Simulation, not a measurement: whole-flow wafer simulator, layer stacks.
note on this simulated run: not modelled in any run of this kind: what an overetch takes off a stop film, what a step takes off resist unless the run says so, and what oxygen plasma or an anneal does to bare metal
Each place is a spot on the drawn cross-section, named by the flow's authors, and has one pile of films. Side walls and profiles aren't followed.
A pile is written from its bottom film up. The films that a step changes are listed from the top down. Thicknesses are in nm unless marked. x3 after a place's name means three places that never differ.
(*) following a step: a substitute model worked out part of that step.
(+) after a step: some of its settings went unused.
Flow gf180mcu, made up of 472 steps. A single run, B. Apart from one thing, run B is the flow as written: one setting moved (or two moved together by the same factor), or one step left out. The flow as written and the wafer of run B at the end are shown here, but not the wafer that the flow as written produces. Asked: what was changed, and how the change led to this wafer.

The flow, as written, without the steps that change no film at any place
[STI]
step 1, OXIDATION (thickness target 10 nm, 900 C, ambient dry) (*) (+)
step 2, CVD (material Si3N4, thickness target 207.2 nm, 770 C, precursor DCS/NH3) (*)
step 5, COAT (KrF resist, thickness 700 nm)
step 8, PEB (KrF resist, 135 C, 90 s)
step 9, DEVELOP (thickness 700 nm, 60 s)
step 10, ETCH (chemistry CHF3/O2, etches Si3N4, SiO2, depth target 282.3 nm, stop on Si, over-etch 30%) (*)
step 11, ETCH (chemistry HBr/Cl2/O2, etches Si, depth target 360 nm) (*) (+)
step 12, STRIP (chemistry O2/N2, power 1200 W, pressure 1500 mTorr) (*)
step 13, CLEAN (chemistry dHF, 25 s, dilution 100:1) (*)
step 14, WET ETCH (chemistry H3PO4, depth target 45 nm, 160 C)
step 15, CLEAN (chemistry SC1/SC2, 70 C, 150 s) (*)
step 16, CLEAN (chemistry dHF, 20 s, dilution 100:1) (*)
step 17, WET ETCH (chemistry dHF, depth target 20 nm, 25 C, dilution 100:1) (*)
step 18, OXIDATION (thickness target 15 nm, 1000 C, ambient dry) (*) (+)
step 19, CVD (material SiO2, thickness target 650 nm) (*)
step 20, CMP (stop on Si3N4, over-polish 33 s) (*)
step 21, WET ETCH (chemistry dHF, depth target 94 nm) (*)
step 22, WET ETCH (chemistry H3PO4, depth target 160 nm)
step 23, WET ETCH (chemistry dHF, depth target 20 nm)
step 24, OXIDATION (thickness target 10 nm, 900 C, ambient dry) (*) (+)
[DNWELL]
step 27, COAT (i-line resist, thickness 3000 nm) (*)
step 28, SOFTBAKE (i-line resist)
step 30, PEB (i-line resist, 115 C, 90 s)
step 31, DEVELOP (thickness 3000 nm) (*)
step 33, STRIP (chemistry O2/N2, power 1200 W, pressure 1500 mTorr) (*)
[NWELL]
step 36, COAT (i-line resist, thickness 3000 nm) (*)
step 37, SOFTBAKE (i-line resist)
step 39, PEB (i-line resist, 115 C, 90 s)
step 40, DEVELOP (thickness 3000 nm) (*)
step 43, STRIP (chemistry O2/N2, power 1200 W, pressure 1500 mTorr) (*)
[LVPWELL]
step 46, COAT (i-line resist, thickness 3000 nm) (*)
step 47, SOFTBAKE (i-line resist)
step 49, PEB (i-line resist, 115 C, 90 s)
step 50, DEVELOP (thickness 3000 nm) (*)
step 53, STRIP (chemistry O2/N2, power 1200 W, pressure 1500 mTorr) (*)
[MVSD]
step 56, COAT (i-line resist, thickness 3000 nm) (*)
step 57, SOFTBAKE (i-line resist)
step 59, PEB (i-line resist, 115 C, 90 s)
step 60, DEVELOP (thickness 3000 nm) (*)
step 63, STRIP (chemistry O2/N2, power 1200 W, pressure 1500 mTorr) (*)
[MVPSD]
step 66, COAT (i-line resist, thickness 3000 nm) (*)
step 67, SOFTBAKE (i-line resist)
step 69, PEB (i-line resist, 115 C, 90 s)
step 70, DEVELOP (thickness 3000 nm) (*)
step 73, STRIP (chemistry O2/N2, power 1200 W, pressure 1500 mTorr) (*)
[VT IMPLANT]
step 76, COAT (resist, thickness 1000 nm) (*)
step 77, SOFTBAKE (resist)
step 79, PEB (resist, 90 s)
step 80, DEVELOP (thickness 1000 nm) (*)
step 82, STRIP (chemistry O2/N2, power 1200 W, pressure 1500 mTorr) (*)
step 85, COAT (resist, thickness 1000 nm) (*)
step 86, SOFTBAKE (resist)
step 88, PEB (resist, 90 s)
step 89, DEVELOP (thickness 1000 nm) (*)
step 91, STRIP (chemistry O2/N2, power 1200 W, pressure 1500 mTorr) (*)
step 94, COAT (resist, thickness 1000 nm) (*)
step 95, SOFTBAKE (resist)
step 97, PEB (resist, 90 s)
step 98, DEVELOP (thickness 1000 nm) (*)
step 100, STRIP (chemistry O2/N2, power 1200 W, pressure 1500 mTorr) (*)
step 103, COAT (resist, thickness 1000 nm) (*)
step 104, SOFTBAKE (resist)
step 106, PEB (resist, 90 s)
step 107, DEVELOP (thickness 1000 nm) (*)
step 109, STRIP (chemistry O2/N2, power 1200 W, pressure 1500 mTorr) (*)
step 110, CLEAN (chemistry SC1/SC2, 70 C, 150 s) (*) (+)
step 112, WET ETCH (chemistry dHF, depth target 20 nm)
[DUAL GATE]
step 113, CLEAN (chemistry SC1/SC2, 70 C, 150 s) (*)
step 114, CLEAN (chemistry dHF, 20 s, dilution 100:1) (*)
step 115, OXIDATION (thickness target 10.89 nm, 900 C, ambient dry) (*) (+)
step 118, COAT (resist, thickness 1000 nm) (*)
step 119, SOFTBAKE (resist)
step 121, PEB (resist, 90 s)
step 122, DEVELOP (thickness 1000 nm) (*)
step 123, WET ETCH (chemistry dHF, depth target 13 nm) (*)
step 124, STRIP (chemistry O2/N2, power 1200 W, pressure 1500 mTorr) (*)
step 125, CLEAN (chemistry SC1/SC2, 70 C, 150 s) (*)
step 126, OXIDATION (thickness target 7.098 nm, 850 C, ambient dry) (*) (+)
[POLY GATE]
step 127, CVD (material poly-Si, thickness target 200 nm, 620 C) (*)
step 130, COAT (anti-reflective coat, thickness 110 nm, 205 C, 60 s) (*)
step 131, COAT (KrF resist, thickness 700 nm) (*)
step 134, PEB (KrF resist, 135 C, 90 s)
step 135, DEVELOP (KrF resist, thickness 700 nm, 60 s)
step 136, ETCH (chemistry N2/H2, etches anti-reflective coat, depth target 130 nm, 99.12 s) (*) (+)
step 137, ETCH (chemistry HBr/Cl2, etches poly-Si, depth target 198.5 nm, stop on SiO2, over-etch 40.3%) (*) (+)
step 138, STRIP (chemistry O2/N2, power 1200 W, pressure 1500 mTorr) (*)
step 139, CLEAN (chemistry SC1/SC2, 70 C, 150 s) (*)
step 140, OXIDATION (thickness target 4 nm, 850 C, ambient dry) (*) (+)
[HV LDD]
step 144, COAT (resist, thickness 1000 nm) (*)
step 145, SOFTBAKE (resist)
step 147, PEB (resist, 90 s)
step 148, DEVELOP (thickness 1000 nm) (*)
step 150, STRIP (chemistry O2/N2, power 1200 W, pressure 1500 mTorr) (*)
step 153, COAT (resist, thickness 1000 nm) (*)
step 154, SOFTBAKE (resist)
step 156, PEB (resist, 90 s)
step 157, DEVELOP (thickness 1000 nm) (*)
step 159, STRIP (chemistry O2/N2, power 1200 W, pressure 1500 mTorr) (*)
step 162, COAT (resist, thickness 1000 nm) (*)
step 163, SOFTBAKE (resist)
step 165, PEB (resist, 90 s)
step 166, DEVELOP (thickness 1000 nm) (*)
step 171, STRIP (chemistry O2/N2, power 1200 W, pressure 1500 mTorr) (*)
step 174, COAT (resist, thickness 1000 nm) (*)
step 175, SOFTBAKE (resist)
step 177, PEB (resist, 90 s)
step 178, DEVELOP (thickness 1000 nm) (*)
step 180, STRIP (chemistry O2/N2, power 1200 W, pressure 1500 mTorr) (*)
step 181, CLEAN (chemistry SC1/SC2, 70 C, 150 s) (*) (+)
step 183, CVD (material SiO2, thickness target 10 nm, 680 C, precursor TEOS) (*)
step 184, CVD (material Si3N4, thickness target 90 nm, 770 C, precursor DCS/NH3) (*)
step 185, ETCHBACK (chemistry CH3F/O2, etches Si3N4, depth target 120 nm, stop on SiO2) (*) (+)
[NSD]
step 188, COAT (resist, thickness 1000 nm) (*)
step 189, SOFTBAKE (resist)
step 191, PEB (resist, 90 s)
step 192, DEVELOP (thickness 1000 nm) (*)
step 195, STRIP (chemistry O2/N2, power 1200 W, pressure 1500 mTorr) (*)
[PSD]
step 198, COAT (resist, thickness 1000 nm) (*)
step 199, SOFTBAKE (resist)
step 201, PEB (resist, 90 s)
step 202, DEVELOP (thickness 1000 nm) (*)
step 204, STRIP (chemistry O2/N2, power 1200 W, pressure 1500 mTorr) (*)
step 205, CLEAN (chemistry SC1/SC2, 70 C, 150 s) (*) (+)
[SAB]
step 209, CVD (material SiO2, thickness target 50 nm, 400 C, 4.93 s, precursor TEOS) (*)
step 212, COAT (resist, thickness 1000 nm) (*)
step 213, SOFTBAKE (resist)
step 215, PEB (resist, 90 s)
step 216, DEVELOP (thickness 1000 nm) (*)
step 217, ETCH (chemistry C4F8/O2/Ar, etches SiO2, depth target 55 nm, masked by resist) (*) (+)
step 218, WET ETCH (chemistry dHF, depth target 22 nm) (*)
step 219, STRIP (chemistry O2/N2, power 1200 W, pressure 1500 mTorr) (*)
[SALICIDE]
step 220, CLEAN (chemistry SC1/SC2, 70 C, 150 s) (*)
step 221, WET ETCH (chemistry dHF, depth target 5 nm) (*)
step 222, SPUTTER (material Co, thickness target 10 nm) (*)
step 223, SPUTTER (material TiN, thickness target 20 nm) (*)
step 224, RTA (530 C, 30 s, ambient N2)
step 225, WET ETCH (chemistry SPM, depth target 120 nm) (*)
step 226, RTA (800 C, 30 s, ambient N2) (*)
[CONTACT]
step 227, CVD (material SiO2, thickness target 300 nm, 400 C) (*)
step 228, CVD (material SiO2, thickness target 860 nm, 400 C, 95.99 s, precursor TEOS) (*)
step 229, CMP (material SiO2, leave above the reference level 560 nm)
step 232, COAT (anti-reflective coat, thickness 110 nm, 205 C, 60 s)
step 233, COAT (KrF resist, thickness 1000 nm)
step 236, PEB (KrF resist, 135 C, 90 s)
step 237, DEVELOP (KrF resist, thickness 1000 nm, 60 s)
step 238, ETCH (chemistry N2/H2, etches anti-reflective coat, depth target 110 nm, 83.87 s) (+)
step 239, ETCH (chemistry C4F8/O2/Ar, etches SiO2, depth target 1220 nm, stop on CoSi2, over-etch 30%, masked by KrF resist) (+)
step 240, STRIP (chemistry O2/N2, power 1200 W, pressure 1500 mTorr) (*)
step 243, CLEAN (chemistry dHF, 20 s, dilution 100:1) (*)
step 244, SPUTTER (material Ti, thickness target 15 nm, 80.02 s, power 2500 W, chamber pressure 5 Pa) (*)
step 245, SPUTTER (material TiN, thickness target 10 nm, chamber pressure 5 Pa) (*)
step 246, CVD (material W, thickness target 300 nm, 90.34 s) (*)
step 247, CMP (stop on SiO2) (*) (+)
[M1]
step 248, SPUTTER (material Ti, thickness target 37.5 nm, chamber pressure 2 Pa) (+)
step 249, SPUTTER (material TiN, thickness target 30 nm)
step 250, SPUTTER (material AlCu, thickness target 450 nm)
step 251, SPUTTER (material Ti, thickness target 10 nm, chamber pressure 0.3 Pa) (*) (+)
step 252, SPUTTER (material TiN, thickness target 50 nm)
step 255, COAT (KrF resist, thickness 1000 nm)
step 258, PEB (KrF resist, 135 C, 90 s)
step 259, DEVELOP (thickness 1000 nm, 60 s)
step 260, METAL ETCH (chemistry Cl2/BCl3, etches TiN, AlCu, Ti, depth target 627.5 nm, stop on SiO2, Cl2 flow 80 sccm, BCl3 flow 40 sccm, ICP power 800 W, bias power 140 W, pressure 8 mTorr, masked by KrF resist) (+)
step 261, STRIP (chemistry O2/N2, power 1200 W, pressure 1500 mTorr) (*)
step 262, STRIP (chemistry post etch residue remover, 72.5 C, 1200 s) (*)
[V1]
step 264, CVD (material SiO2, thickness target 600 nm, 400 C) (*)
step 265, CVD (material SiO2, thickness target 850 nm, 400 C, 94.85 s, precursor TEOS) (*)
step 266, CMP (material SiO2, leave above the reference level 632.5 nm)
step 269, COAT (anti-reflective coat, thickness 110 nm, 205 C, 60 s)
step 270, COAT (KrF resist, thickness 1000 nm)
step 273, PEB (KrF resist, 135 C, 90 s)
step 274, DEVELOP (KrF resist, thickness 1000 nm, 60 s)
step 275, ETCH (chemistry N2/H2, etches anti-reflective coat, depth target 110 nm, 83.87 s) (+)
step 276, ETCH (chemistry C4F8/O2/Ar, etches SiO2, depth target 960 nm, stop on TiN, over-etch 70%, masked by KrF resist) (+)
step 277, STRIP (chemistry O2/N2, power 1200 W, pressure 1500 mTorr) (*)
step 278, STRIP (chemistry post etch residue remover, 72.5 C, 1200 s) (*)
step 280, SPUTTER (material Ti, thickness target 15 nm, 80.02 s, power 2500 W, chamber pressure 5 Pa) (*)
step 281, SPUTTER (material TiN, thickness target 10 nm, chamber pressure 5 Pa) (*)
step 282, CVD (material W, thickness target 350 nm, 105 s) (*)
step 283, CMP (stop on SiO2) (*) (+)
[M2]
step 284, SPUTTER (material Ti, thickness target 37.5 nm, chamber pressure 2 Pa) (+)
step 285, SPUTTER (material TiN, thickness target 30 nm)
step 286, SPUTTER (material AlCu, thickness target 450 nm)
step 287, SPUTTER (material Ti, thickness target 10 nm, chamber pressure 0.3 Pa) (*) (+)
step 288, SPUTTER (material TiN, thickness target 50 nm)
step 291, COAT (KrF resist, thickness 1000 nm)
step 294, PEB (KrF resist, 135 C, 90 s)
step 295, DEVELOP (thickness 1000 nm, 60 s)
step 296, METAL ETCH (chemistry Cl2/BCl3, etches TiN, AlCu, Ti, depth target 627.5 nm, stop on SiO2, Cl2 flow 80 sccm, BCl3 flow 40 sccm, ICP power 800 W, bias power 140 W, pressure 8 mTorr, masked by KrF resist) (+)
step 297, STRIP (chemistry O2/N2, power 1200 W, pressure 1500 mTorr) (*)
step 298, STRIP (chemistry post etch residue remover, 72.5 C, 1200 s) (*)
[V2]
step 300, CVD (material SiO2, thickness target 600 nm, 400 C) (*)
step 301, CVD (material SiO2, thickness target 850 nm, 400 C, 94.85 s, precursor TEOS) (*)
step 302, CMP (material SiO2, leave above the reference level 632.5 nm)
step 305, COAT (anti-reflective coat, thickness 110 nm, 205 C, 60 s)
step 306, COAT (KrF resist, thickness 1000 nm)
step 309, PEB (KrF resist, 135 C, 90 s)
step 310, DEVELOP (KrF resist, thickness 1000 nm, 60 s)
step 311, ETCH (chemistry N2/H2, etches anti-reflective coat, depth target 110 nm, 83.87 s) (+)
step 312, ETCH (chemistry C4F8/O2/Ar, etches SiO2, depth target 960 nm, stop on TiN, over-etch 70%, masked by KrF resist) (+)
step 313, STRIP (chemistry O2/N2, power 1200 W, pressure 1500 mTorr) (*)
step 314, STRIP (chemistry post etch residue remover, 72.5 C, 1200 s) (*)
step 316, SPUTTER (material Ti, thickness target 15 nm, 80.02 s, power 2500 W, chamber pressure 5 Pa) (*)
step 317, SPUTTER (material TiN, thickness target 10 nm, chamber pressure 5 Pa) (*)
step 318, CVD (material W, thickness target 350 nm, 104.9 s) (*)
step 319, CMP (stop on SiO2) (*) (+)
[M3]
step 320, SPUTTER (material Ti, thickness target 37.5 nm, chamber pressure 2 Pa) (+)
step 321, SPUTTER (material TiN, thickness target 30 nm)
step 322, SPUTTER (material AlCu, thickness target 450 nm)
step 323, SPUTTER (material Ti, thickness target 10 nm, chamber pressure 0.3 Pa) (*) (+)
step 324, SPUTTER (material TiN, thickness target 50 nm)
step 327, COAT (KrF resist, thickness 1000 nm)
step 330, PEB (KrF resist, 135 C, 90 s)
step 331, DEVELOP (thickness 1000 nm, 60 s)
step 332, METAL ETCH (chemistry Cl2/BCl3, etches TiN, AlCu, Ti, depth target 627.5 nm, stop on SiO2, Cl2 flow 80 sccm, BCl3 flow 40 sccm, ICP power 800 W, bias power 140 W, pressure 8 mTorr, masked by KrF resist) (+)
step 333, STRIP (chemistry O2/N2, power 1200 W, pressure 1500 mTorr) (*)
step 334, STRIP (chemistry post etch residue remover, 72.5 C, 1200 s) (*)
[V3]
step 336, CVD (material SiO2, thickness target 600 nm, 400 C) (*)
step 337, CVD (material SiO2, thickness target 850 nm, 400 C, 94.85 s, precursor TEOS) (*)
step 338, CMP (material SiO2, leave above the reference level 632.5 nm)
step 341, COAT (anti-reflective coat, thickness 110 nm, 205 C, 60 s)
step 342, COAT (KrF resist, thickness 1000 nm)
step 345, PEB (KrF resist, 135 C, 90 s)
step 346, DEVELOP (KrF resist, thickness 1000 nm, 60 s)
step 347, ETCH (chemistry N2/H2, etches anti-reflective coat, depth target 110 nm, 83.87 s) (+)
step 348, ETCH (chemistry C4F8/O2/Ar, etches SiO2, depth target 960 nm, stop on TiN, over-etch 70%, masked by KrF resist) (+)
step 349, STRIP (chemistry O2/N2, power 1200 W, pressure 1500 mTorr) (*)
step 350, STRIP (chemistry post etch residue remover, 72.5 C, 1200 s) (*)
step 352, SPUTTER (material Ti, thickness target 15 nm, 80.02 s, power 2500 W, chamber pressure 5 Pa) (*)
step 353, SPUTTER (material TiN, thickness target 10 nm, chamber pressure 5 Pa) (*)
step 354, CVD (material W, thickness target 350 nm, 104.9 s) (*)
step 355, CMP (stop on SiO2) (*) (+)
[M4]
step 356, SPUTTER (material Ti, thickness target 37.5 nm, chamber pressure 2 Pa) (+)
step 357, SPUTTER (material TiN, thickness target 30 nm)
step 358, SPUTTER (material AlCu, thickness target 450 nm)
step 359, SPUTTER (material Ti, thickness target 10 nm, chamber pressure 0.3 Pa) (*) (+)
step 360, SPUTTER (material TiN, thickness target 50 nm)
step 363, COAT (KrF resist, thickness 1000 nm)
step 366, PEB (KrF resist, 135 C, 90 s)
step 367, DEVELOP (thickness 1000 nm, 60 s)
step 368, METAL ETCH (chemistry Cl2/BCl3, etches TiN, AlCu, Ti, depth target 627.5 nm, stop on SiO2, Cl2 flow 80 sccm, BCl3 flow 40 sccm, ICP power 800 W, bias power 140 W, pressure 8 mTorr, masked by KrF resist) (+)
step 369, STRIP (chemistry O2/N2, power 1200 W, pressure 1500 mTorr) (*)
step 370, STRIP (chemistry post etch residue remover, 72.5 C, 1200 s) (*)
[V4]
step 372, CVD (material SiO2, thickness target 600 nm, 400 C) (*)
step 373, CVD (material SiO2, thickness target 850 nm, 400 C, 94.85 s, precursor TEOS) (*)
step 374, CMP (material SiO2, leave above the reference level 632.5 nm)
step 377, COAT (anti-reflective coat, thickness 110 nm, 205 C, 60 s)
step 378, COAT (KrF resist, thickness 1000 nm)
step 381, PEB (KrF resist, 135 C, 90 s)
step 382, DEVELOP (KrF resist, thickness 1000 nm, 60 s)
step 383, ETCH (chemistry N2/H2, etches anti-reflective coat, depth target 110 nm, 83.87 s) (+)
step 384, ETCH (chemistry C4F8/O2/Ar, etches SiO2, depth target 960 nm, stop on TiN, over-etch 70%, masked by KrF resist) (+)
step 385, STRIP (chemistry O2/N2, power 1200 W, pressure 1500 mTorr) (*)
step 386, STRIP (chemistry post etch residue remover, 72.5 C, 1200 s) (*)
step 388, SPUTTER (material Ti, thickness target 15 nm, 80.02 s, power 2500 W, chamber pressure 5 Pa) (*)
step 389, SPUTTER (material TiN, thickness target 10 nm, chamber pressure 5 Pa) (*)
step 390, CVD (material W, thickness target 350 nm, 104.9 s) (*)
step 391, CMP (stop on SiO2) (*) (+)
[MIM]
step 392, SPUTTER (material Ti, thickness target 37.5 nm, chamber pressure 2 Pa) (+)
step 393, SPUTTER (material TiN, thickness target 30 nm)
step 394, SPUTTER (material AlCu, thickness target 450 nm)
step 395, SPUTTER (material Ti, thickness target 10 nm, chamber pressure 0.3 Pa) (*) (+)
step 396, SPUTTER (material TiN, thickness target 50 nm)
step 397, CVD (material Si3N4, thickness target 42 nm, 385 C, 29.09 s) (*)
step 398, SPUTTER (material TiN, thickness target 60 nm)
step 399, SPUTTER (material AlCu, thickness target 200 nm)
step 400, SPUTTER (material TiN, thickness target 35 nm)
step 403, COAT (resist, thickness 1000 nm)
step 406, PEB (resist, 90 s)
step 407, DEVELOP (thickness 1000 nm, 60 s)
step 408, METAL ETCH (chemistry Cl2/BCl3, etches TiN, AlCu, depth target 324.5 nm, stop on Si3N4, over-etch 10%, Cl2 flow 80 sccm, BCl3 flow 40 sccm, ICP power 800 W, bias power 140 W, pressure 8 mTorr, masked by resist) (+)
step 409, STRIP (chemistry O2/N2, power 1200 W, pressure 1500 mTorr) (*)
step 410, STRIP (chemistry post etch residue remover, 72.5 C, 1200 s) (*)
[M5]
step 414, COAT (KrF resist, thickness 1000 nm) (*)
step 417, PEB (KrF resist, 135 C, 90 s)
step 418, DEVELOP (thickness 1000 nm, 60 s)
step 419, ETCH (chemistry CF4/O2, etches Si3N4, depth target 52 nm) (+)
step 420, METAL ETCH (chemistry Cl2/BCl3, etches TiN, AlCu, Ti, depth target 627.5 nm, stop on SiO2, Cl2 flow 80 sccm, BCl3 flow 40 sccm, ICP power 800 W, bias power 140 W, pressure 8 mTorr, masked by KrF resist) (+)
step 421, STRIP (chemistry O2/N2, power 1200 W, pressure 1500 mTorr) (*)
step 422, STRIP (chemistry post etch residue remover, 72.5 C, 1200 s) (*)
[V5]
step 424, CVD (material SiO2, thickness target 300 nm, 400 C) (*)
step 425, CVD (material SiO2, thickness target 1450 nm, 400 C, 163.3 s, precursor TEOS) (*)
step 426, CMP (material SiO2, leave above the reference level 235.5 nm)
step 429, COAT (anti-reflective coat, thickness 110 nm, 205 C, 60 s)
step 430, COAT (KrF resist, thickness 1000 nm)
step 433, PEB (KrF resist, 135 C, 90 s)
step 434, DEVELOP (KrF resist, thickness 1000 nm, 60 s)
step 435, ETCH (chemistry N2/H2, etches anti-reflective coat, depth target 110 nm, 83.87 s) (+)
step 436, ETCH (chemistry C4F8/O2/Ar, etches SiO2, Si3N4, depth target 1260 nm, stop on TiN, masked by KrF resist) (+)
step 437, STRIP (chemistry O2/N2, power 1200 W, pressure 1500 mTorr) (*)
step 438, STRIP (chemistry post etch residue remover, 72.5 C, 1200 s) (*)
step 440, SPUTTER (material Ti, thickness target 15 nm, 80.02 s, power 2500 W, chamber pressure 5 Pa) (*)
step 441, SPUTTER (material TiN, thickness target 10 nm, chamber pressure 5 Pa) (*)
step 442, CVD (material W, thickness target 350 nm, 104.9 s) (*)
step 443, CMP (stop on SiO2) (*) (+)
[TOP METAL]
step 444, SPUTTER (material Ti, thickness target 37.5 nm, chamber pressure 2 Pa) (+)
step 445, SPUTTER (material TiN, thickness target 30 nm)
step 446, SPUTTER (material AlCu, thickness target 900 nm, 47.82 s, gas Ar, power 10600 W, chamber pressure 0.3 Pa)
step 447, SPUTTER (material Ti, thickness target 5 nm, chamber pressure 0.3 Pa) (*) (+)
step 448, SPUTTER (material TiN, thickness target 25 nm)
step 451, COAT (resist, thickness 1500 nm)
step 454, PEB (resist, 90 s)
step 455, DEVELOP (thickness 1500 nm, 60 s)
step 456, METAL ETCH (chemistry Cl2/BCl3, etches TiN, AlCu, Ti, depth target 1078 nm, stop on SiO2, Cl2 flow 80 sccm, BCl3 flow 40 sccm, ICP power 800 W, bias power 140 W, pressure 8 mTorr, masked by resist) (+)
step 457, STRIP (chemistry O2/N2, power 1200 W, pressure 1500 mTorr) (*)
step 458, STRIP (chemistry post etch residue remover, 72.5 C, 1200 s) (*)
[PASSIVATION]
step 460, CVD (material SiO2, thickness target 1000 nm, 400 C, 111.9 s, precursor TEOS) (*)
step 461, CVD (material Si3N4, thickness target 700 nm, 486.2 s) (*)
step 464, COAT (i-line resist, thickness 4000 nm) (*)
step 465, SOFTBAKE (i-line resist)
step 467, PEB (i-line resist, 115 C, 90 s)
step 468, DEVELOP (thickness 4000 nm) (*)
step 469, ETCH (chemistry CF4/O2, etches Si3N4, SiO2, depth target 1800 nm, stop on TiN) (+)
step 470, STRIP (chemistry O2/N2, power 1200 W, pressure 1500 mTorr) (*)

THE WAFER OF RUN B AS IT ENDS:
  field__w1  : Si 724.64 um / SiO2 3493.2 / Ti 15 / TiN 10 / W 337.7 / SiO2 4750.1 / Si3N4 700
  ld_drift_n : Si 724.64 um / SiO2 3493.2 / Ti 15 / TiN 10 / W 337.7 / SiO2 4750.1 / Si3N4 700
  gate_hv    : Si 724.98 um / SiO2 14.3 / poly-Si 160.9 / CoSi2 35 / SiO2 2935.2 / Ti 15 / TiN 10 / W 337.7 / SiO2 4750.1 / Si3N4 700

The reason: step 319, CMP: stop on SiO2 (*) (+), was not run.

How this came from the change, step by step:
  step 332, METAL ETCH (chemistry Cl2/BCl3, etches TiN, AlCu, Ti, depth target 627.5 nm, stop on SiO2, Cl2 flow 80 sccm, BCl3 flow 40 sccm, ICP power 800 W, bias power 140 W, pressure 8 mTorr, masked by KrF resist) (+)
      field, field__w1, field__w2 and 103 more: -50 TiN (all of it), -10 Ti (all of it), -450 AlCu (all of it), -30 TiN (all of it), -37.5 Ti (all of it), -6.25 W (it would be, as written: -50 TiN (all of it), -10 Ti (all of it), -450 AlCu (all of it), -30 TiN (all of it), -37.5 Ti (all of it))
  step 334, STRIP (chemistry post etch residue remover, 72.5 C, 1200 s) (*)
      field, field__w1, field__w2 and 103 more: -6.01 W (it would be, as written: nothing)
  step 336, CVD (material SiO2, thickness target 600 nm, 400 C) (*)
      field, field__w1, field__w2 and 103 more: +600 SiO2 (new film) (it would be, as written: +600 SiO2)
  step 338, CMP (material SiO2, leave above the reference level 632.5 nm)
      field, field__w1, field__w2 and 103 more: -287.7 SiO2 (it would be, as written: -300 SiO2)
Taking metal films that touch as one body, field__w1 has 1 body; the flow as written gives 0 bodies.
Taking metal films that touch as one body, ld_drift_n has 1 body; the flow as written gives 0 bodies.
Taking metal films that touch as one body, gate_hv has 2 bodies (between them, from the top down: SiO2 2935.2); the flow as written gives 1 body.
